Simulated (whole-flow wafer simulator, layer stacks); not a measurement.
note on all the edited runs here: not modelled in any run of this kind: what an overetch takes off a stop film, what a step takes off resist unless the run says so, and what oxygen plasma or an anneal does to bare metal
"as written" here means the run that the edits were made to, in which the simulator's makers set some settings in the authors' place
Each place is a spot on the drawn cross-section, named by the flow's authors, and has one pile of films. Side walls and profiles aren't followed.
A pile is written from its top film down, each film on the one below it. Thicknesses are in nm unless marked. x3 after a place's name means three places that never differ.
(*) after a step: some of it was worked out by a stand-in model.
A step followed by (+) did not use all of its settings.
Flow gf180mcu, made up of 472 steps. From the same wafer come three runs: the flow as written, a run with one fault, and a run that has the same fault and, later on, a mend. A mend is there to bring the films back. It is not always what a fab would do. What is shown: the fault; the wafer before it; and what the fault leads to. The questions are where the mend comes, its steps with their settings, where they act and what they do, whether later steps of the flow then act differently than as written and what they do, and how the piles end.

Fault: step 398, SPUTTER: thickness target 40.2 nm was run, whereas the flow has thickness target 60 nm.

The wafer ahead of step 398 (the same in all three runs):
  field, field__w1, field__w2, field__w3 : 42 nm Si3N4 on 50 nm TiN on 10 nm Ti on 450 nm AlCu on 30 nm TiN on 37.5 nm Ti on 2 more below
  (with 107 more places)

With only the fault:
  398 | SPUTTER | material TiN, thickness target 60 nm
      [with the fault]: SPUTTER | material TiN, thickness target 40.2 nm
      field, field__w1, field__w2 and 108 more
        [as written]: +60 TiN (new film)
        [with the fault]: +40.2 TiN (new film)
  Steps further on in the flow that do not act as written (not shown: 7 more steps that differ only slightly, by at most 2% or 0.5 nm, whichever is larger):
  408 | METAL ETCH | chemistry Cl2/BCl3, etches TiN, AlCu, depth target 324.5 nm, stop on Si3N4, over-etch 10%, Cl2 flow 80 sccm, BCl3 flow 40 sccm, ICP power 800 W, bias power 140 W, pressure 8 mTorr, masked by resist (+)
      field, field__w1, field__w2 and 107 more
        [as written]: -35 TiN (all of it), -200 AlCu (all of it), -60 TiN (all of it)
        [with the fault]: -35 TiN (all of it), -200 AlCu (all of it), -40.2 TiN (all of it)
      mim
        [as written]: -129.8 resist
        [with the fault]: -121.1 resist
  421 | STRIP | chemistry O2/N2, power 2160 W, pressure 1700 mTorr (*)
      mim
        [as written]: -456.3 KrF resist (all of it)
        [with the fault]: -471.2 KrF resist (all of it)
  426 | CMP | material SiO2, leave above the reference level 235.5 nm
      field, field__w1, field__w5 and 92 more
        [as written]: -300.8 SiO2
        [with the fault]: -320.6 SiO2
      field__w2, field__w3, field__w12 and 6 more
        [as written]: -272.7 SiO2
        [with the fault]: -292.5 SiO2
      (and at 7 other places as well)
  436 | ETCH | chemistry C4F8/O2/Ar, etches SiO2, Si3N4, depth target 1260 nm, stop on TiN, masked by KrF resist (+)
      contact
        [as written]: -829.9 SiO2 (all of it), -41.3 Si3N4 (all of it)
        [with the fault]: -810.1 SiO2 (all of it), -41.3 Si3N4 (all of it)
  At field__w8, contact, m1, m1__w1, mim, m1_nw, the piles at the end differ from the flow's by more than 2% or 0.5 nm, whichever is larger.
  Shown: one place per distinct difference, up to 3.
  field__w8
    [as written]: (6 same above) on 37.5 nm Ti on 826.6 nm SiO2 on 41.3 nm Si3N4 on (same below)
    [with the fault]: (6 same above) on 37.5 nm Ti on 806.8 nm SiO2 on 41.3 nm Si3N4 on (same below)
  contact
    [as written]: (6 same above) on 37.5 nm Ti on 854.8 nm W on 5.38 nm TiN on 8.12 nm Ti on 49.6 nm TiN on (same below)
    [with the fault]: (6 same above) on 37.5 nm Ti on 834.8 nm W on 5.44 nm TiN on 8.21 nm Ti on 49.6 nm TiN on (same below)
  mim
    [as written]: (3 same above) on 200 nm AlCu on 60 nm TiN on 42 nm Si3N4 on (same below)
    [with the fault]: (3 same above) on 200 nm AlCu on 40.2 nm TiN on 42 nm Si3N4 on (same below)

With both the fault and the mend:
  The mend follows step 398.
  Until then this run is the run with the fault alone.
  398a | SPUTTER | material TiN, thickness target 19.8 nm (the flow's step 398, run once more with other settings)
      field, field__w1, field__w2 and 108 more
        +19.8 TiN
  None of the later steps of the flow acts differently than as written at any place that is followed.
  At every place that both follow, the piles at the end match the flow's.
